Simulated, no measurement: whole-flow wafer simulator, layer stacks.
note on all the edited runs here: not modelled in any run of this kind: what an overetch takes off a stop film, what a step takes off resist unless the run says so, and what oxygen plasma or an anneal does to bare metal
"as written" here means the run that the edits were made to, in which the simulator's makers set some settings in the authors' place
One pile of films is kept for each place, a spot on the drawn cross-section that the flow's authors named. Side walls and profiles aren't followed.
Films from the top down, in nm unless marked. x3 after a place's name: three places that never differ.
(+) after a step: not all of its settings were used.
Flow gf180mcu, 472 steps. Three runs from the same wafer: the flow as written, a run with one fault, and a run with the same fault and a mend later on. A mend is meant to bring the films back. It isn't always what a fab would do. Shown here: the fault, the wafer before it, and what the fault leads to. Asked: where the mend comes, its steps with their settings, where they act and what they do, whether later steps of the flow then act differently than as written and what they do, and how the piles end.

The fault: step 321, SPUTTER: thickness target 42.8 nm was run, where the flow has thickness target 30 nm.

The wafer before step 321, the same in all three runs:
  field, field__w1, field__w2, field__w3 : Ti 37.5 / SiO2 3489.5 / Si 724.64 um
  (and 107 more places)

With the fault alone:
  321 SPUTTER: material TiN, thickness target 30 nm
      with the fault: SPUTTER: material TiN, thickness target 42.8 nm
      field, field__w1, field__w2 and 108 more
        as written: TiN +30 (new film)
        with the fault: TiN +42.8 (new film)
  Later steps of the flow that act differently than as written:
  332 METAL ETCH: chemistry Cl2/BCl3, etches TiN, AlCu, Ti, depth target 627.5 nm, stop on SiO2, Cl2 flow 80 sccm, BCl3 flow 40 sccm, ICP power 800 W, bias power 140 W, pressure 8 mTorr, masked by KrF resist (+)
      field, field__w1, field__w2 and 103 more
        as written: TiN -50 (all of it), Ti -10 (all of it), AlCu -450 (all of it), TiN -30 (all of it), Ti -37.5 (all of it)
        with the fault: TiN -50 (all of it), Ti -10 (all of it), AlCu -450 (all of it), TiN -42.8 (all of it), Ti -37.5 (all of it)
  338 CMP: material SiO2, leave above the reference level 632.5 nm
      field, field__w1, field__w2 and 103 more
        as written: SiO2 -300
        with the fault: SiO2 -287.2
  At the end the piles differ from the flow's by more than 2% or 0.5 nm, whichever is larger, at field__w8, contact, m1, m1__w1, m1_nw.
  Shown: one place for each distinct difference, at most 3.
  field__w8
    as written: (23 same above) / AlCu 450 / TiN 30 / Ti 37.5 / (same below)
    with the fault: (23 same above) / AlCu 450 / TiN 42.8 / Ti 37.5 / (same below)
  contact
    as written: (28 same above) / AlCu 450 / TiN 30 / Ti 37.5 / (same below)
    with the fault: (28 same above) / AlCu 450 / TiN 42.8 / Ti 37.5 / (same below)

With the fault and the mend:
  The mend comes after step 331.
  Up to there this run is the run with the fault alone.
  332 METAL ETCH: chemistry Cl2/BCl3, etches TiN, AlCu, Ti, depth target 640.3 nm, stop on SiO2, Cl2 flow 80 sccm, BCl3 flow 40 sccm, ICP power 800 W, bias power 140 W, pressure 8 mTorr, masked by KrF resist (+) (the flow's step 332, which as written has depth target 627.5 nm)
      field, field__w1, field__w2 and 103 more
        TiN -50 (all of it), Ti -10 (all of it), AlCu -450 (all of it), TiN -42.8 (all of it), Ti -37.5 (all of it)
      field__w8, contact, m1, m1__w1, m1_nw
        KrF resist -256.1
  Later steps of the flow that act differently than as written (1 more step differs only slightly, by at most 2% or 0.5 nm, whichever is larger, and isn't shown):
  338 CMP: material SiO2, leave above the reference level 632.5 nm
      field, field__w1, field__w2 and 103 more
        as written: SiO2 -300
        with the mend: SiO2 -287.2
  At the end the piles differ from the flow's by more than 2% or 0.5 nm, whichever is larger, at field__w8, contact, m1, m1__w1, m1_nw.
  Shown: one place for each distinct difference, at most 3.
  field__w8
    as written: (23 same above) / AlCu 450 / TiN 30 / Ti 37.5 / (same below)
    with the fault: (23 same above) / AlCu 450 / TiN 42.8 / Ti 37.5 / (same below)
    with the mend: (23 same above) / AlCu 450 / TiN 42.8 / Ti 37.5 / (same below)
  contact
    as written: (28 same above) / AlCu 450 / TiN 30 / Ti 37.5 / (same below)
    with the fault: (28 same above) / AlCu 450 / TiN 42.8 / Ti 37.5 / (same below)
    with the mend: (28 same above) / AlCu 450 / TiN 42.8 / Ti 37.5 / (same below)
